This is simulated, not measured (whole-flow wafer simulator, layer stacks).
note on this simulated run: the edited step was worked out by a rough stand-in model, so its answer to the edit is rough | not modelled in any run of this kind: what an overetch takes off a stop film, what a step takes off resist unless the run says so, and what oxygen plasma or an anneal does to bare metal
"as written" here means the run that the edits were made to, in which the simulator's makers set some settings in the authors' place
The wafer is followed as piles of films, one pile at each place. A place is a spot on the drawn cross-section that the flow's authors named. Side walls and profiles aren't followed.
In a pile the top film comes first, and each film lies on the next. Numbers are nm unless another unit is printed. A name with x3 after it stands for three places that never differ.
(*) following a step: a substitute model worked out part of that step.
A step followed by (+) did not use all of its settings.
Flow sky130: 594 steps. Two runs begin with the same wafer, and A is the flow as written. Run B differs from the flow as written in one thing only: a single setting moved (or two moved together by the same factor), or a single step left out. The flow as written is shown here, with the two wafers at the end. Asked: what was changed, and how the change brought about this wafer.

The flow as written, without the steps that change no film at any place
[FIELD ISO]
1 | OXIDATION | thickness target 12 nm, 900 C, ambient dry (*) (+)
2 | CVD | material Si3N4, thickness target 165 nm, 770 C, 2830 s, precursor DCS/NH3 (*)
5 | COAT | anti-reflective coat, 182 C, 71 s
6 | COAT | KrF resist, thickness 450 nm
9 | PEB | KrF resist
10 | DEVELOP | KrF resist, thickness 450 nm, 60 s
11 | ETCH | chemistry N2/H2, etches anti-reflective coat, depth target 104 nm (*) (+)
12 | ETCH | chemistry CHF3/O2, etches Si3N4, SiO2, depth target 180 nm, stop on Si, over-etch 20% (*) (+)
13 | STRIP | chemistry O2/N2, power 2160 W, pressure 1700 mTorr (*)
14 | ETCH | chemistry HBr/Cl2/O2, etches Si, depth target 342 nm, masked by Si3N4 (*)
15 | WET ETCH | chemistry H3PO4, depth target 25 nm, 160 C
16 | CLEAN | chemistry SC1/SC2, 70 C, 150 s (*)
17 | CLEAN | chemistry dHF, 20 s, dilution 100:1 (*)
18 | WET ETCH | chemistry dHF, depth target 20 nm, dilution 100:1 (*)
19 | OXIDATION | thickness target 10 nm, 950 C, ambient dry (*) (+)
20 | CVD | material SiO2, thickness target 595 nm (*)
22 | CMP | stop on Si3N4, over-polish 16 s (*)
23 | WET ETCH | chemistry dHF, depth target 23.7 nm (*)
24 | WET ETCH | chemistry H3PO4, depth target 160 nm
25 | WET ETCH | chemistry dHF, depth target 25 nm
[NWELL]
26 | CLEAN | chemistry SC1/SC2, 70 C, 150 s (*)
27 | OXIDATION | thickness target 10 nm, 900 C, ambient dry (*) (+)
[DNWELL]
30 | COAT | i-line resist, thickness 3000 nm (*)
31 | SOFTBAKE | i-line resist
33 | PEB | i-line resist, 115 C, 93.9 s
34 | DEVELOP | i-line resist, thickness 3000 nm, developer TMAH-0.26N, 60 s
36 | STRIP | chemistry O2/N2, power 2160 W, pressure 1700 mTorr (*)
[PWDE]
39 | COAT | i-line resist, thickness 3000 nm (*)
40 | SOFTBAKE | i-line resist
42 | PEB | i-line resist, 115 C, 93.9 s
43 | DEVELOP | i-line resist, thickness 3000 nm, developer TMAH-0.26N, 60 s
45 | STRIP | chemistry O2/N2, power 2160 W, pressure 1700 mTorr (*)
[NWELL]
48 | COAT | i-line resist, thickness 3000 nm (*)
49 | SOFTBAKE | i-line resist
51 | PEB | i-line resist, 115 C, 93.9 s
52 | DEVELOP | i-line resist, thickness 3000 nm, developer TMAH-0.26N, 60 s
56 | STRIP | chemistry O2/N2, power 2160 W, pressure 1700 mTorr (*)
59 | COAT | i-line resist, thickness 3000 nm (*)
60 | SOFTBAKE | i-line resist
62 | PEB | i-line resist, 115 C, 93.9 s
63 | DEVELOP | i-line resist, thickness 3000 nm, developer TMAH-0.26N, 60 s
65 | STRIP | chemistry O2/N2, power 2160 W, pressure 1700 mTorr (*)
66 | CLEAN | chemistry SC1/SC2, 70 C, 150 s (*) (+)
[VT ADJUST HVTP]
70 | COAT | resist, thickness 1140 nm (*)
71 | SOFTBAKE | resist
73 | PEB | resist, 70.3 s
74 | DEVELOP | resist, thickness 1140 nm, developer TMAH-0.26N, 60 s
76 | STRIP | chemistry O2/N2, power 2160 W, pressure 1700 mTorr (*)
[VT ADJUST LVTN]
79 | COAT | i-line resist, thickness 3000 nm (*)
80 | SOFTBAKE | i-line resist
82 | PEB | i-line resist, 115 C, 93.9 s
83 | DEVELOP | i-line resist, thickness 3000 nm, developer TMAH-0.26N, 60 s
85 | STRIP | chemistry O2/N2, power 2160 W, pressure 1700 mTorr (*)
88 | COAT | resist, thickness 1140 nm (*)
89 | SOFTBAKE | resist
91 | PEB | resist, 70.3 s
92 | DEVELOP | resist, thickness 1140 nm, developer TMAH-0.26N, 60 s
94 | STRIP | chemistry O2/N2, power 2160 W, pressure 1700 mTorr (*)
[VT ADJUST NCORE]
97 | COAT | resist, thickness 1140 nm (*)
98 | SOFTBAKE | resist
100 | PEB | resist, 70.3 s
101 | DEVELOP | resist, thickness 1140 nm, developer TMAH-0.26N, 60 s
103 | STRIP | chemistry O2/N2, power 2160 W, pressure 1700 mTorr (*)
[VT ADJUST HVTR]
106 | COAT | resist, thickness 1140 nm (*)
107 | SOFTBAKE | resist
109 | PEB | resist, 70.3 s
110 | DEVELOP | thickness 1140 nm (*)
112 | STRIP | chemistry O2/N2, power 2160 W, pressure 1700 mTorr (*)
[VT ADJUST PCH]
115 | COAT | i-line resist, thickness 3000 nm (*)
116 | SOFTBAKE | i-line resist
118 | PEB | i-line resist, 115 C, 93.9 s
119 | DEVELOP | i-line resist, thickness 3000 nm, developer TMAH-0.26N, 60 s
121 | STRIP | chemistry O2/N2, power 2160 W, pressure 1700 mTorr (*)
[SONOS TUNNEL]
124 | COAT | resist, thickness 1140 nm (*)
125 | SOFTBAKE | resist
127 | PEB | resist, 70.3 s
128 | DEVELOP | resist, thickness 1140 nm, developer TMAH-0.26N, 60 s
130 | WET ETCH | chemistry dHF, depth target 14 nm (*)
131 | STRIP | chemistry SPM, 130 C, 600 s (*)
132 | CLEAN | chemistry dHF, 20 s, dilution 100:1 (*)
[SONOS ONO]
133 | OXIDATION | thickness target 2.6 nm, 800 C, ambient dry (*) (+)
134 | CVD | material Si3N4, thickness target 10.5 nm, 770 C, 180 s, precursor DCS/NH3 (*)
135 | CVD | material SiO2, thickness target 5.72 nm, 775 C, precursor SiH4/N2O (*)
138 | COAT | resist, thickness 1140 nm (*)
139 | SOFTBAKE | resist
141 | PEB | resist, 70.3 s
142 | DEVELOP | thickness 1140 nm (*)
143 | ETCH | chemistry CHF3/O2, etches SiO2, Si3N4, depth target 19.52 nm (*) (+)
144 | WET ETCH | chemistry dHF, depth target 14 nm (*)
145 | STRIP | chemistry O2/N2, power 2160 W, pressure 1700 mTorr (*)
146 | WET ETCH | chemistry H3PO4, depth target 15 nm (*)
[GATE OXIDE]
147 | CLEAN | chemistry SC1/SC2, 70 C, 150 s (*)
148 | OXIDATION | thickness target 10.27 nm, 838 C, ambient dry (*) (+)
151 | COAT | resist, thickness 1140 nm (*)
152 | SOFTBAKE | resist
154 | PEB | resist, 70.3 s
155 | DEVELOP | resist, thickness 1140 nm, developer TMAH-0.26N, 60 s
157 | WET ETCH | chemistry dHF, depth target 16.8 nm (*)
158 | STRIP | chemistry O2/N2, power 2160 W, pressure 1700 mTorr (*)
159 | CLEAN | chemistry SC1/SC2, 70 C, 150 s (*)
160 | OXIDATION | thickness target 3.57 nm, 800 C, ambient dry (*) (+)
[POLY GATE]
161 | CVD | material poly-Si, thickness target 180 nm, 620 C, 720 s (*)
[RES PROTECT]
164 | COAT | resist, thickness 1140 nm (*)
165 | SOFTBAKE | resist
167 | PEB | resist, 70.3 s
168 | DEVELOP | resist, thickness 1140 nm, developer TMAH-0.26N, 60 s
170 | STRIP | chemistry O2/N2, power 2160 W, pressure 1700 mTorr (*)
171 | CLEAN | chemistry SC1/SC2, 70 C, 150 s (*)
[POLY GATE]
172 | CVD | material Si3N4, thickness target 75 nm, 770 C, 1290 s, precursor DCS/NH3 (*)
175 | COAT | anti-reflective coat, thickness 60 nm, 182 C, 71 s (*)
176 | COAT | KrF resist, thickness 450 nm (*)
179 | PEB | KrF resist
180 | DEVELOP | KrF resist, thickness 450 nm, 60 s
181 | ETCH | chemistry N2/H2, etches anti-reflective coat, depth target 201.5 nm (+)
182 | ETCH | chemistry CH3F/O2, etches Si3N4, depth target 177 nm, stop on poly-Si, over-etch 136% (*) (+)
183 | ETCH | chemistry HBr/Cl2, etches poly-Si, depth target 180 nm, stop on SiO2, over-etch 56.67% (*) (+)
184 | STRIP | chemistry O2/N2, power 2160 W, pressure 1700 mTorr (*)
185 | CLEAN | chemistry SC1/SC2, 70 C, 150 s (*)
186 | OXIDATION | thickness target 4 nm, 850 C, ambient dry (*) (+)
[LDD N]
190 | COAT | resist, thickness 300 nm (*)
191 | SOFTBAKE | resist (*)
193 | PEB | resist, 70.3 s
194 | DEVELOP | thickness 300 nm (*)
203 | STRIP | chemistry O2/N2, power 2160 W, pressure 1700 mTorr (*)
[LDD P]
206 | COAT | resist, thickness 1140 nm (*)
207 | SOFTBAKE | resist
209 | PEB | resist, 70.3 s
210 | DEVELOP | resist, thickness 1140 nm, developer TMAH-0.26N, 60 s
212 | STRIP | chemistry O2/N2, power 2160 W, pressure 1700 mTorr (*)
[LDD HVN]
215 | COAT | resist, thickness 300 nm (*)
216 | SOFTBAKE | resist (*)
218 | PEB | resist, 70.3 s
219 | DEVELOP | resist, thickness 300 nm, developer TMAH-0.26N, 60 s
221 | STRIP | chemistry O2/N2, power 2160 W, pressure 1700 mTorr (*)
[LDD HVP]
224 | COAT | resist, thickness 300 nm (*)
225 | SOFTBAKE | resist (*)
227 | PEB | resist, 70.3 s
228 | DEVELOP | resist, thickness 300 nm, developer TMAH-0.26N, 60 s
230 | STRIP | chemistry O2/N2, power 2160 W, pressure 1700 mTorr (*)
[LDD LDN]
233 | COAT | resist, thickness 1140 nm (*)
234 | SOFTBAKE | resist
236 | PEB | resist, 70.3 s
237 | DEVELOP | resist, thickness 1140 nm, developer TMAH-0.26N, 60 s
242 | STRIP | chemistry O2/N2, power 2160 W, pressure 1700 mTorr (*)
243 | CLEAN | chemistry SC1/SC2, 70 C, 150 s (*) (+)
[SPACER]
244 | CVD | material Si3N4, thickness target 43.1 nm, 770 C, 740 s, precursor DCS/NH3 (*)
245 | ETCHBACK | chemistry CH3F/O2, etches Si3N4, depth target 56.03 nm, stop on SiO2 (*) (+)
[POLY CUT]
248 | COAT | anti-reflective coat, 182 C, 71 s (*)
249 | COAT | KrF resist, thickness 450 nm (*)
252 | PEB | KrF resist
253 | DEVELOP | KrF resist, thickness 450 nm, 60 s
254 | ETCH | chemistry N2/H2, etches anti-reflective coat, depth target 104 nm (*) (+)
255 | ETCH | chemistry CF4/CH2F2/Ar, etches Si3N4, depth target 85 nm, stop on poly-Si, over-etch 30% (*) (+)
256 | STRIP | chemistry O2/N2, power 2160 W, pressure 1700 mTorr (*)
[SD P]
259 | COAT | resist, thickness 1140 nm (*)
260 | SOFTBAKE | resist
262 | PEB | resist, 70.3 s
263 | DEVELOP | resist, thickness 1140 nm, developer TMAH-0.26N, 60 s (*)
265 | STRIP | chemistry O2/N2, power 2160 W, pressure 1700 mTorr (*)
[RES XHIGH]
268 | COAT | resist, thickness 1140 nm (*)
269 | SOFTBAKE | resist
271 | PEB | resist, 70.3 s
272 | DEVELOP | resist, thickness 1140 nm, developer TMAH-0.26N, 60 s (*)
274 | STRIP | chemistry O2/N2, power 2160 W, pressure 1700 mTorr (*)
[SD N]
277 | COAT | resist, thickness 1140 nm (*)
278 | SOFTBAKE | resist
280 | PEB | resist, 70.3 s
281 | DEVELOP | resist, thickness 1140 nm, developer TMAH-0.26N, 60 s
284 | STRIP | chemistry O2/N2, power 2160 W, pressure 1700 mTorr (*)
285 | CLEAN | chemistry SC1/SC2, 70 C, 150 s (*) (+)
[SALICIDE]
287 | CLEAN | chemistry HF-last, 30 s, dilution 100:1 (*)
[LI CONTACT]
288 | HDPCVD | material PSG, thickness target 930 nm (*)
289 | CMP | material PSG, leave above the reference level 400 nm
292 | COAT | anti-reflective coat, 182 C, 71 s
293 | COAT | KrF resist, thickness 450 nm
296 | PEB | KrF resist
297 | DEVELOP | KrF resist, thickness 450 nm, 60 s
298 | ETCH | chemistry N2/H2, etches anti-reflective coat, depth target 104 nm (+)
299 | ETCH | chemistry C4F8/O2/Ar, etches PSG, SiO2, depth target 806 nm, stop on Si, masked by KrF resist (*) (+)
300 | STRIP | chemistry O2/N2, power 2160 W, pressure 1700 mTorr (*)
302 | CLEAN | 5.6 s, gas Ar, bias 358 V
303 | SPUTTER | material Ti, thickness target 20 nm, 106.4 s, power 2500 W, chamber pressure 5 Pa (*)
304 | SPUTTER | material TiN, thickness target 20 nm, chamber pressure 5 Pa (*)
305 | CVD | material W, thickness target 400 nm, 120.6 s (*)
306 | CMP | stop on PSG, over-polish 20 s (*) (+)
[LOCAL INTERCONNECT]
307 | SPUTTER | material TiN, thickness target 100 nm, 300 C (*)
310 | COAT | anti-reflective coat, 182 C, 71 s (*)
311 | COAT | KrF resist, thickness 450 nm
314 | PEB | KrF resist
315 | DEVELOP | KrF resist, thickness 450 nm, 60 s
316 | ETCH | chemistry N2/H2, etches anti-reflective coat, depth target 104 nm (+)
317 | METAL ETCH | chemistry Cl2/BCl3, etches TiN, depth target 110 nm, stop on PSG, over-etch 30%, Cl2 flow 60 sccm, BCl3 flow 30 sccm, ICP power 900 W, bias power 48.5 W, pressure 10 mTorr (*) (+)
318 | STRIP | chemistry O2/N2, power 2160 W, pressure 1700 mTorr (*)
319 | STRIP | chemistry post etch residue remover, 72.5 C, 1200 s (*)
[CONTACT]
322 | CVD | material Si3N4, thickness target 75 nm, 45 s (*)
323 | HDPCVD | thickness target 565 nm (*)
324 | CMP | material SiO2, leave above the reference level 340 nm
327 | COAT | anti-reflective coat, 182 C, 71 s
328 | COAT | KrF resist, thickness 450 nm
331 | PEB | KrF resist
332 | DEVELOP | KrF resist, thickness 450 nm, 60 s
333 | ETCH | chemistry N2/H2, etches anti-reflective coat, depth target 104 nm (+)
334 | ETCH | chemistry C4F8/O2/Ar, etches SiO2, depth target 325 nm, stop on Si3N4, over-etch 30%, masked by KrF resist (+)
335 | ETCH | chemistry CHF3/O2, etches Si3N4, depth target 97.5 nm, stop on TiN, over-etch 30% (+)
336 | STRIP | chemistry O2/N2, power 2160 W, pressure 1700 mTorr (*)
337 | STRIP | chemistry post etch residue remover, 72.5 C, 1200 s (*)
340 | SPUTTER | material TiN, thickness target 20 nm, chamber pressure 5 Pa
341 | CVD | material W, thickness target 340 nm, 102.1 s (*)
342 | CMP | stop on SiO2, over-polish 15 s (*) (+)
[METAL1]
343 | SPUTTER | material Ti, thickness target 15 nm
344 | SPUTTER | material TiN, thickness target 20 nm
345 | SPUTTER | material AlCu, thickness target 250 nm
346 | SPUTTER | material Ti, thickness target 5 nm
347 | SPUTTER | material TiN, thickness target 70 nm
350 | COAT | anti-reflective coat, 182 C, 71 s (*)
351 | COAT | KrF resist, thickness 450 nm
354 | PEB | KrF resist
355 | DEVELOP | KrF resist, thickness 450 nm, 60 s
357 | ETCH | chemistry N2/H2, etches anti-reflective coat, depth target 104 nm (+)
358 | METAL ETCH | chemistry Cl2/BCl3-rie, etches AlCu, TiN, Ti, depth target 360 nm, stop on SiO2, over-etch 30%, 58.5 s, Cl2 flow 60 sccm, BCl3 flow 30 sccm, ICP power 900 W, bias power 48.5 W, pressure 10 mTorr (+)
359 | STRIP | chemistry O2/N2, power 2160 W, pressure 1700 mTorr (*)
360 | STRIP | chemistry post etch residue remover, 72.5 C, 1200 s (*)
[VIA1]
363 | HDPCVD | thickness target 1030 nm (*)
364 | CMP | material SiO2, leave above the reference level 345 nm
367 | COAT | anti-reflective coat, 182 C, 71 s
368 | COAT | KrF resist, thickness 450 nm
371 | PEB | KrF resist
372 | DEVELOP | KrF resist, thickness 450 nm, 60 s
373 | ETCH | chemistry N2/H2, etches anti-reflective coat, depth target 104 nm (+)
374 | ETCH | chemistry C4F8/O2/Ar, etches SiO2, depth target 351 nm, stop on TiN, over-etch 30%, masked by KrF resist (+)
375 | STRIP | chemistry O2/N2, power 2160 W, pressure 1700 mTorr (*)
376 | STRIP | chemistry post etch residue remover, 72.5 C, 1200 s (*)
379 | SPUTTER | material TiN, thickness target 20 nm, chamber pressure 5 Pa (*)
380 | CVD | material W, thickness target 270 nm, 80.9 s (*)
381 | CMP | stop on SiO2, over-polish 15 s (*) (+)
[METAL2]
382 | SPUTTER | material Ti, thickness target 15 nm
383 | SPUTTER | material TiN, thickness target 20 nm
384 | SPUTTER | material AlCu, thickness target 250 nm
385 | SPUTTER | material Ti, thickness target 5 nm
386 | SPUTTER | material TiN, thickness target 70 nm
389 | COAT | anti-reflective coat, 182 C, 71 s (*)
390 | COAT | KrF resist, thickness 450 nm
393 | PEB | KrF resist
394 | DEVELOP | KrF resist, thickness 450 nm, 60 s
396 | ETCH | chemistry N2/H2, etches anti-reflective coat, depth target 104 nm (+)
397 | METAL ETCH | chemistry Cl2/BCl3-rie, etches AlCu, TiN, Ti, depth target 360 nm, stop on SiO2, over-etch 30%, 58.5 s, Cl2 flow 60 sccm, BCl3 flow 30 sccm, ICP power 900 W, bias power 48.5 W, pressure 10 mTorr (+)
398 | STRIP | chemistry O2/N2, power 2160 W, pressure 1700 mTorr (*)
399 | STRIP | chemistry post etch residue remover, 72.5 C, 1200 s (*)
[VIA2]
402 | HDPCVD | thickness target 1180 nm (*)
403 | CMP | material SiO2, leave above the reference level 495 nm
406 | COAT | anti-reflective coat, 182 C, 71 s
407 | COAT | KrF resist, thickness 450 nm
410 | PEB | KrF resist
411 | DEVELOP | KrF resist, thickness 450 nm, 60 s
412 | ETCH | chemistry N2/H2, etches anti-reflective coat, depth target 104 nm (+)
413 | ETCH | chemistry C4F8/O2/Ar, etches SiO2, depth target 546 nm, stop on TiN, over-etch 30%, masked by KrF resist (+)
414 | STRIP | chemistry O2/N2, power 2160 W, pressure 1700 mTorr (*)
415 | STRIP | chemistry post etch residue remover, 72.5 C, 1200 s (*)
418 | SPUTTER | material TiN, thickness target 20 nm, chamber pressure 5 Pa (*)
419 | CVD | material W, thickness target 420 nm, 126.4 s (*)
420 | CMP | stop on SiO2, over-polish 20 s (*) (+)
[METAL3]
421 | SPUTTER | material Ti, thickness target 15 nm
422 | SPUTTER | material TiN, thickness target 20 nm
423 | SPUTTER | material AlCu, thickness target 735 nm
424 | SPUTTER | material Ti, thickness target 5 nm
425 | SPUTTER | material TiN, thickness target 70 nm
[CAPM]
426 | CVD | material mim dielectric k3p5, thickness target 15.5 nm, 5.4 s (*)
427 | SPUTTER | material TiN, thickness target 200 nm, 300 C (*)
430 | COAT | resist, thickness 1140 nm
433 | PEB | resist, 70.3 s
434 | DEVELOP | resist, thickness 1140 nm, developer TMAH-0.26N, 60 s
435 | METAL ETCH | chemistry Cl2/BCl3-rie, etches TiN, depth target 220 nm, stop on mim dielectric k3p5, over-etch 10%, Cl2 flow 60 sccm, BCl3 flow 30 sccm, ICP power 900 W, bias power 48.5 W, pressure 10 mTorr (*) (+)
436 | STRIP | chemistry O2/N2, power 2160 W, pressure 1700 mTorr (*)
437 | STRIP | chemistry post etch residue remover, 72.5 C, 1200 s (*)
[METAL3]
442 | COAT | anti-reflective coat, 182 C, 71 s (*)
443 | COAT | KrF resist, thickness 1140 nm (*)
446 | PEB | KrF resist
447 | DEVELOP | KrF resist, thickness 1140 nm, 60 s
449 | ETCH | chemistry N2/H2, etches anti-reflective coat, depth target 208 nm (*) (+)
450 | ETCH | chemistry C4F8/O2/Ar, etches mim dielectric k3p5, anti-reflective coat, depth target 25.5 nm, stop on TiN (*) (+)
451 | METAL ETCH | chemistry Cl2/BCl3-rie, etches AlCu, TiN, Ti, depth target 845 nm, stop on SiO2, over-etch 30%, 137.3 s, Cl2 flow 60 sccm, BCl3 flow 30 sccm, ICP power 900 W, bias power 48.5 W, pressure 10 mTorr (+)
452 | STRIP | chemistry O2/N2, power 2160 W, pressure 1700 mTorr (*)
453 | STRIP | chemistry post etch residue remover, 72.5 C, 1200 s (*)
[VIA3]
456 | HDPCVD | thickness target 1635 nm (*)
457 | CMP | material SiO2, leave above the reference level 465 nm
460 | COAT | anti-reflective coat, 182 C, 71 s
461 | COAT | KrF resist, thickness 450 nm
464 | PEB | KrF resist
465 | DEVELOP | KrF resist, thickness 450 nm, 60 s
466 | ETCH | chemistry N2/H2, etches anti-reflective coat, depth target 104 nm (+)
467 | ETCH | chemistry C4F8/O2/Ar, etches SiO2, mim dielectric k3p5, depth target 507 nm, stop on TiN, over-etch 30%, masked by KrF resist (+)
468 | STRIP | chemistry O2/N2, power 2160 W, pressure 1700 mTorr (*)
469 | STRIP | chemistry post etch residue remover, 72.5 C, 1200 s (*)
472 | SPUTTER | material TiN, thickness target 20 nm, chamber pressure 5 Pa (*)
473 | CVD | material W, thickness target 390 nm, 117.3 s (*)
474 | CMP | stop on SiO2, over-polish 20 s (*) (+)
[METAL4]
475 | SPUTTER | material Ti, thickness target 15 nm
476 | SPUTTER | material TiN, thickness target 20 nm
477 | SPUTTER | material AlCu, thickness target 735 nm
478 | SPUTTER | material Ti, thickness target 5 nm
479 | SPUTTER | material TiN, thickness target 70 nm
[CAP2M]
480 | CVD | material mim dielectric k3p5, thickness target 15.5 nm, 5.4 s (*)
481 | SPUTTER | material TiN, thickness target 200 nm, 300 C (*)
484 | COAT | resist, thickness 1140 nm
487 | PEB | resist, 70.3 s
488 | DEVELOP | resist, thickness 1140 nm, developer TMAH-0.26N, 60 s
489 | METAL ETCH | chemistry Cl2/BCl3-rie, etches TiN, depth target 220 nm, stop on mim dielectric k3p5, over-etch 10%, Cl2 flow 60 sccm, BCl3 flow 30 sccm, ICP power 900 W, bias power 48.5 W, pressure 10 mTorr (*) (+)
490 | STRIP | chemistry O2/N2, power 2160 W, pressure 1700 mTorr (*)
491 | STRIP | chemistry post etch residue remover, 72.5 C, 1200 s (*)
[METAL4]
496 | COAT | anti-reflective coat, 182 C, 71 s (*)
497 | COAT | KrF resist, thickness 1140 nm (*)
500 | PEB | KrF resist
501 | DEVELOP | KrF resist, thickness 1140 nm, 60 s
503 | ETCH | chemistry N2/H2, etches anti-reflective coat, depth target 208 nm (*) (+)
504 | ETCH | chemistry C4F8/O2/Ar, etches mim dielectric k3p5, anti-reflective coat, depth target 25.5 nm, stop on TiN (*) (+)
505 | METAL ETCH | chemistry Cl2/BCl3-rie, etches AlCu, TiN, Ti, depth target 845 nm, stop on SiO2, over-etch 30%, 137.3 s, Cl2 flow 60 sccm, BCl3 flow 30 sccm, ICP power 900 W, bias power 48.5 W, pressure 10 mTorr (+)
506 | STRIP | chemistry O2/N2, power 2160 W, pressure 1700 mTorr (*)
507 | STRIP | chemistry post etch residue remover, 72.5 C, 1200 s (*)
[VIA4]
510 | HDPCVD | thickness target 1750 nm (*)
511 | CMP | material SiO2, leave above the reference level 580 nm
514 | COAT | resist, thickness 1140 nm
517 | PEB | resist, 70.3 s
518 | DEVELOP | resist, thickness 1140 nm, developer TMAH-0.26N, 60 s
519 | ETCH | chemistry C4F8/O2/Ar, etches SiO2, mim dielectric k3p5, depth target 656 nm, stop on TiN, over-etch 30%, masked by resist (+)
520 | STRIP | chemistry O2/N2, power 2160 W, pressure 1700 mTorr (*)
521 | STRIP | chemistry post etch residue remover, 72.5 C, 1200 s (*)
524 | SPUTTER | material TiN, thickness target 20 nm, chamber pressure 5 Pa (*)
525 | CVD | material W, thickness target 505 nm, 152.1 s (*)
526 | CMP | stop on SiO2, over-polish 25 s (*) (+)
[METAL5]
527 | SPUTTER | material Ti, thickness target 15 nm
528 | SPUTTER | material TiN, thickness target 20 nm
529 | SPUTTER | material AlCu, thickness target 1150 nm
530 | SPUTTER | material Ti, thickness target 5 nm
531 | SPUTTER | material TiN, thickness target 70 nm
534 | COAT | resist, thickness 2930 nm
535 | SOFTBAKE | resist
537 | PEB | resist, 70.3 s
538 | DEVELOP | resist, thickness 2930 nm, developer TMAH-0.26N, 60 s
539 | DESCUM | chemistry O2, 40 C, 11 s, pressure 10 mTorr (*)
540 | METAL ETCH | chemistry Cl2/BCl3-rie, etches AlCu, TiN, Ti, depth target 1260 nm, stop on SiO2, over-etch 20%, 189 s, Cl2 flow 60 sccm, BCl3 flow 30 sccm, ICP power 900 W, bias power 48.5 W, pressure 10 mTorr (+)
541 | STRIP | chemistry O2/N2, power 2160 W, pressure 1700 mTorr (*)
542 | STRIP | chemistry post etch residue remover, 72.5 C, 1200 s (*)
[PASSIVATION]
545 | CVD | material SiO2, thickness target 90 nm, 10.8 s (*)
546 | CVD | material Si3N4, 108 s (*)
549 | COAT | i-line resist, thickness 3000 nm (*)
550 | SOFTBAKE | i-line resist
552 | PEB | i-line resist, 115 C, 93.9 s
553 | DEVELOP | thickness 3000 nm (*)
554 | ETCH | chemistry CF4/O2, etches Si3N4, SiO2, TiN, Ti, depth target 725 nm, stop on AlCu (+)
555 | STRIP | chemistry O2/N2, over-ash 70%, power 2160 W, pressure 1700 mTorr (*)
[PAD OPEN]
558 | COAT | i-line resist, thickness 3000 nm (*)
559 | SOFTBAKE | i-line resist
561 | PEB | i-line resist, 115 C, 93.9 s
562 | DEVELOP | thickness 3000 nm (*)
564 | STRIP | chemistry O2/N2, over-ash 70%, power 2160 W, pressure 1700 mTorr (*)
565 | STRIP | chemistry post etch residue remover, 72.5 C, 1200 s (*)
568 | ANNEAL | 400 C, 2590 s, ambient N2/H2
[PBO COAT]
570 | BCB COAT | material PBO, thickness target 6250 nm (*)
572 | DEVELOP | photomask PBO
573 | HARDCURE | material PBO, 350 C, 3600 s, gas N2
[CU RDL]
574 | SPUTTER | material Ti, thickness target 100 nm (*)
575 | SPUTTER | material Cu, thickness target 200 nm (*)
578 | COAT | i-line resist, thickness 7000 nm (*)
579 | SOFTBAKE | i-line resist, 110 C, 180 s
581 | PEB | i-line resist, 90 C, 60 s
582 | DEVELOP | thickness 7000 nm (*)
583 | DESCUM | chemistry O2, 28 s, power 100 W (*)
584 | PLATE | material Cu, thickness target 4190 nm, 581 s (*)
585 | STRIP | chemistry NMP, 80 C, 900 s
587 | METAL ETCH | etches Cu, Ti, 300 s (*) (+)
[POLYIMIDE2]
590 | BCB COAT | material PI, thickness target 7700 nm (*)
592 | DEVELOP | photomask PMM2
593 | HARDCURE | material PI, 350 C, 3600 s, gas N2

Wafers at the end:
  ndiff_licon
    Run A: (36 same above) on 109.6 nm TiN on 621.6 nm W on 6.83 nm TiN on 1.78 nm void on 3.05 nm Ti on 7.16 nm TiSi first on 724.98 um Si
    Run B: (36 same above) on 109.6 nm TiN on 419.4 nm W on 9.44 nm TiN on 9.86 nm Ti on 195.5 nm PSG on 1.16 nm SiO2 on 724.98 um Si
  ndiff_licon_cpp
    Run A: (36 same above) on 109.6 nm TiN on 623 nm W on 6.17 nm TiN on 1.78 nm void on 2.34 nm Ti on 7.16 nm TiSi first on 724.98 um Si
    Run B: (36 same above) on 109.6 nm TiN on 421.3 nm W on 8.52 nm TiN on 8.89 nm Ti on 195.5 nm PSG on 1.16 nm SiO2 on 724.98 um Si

The reason: step 299, ETCH: depth target 443 nm was run, though the flow has depth target 806 nm.

Step by step, how the change led to this:
  299 | ETCH | chemistry C4F8/O2/Ar, etches PSG, SiO2, depth target 806 nm, stop on Si, masked by KrF resist (*) (+)
      contact, ndiff_licon, ndiff_licon_cpp: A PSG loses 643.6 (all of it), SiO2 loses 1.16 (all of it) | B PSG loses 443
      field, active, n_well and 184 more: A KrF resist loses 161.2 | B KrF resist loses 88.6
  300 | STRIP | chemistry O2/N2, power 2160 W, pressure 1700 mTorr (*)
      contact, ndiff_licon, ndiff_licon_cpp: A chemical SiO2 gains 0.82 (new film), Si loses 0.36 | B nothing
      field, active, n_well and 184 more: A KrF resist loses 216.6 (all of it), anti-reflective coat loses 80 (all of it) | B KrF resist loses 289.2 (all of it), anti-reflective coat loses 80 (all of it)
  302 | CLEAN | 5.6 s, gas Ar, bias 358 V
      contact, ndiff_licon, ndiff_licon_cpp: A chemical SiO2 loses 0.82 (all of it) | B PSG loses 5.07
  303 | SPUTTER | material Ti, thickness target 20 nm, 106.4 s, power 2500 W, chamber pressure 5 Pa (*)
      ndiff_licon: A Ti gains 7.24 (new film) | B Ti gains 9.86 (new film)
      ndiff_licon_cpp: A Ti gains 6.53 (new film) | B Ti gains 8.89 (new film)
  304 | SPUTTER | material TiN, thickness target 20 nm, chamber pressure 5 Pa (*)
      ndiff_licon: A TiN gains 6.83 (new film) | B TiN gains 9.44 (new film)
      ndiff_licon_cpp: A TiN gains 6.17 (new film) | B TiN gains 8.52 (new film)
  305 | CVD | material W, thickness target 400 nm, 120.6 s (*)
      ndiff_licon: A W gains 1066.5 (new film) | B W gains 864.3 (new film)
      ndiff_licon_cpp: A W gains 1067.9 (new film) | B W gains 866.2 (new film)
  568 | ANNEAL | 400 C, 2590 s, ambient N2/H2
      ndiff_licon, ndiff_licon_cpp: A under 37 films: void gains 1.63 (new film), Ti loses 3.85, TiSi first gains 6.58 (new film), Si loses 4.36 | B nothing
Taking metal films that touch as one body, ndiff_licon has 5 bodies (between them, from the top down: SiO2 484 / mim dielectric k3p5 15.5; SiO2 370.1 / mim dielectric k3p5 15.5; SiO2 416; SiO2 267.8); the flow as written gives 6 bodies (between them, from the top down: SiO2 484 / mim dielectric k3p5 15.5; SiO2 370.1 / mim dielectric k3p5 15.5; SiO2 416; SiO2 267.8; void 1.78).
Taking metal films that touch as one body, ndiff_licon_cpp has 5 bodies (between them, from the top down: SiO2 484 / mim dielectric k3p5 15.5; SiO2 370.1 / mim dielectric k3p5 15.5; SiO2 416; SiO2 267.8); the flow as written gives 6 bodies (between them, from the top down: SiO2 484 / mim dielectric k3p5 15.5; SiO2 370.1 / mim dielectric k3p5 15.5; SiO2 416; SiO2 267.8; void 1.78).
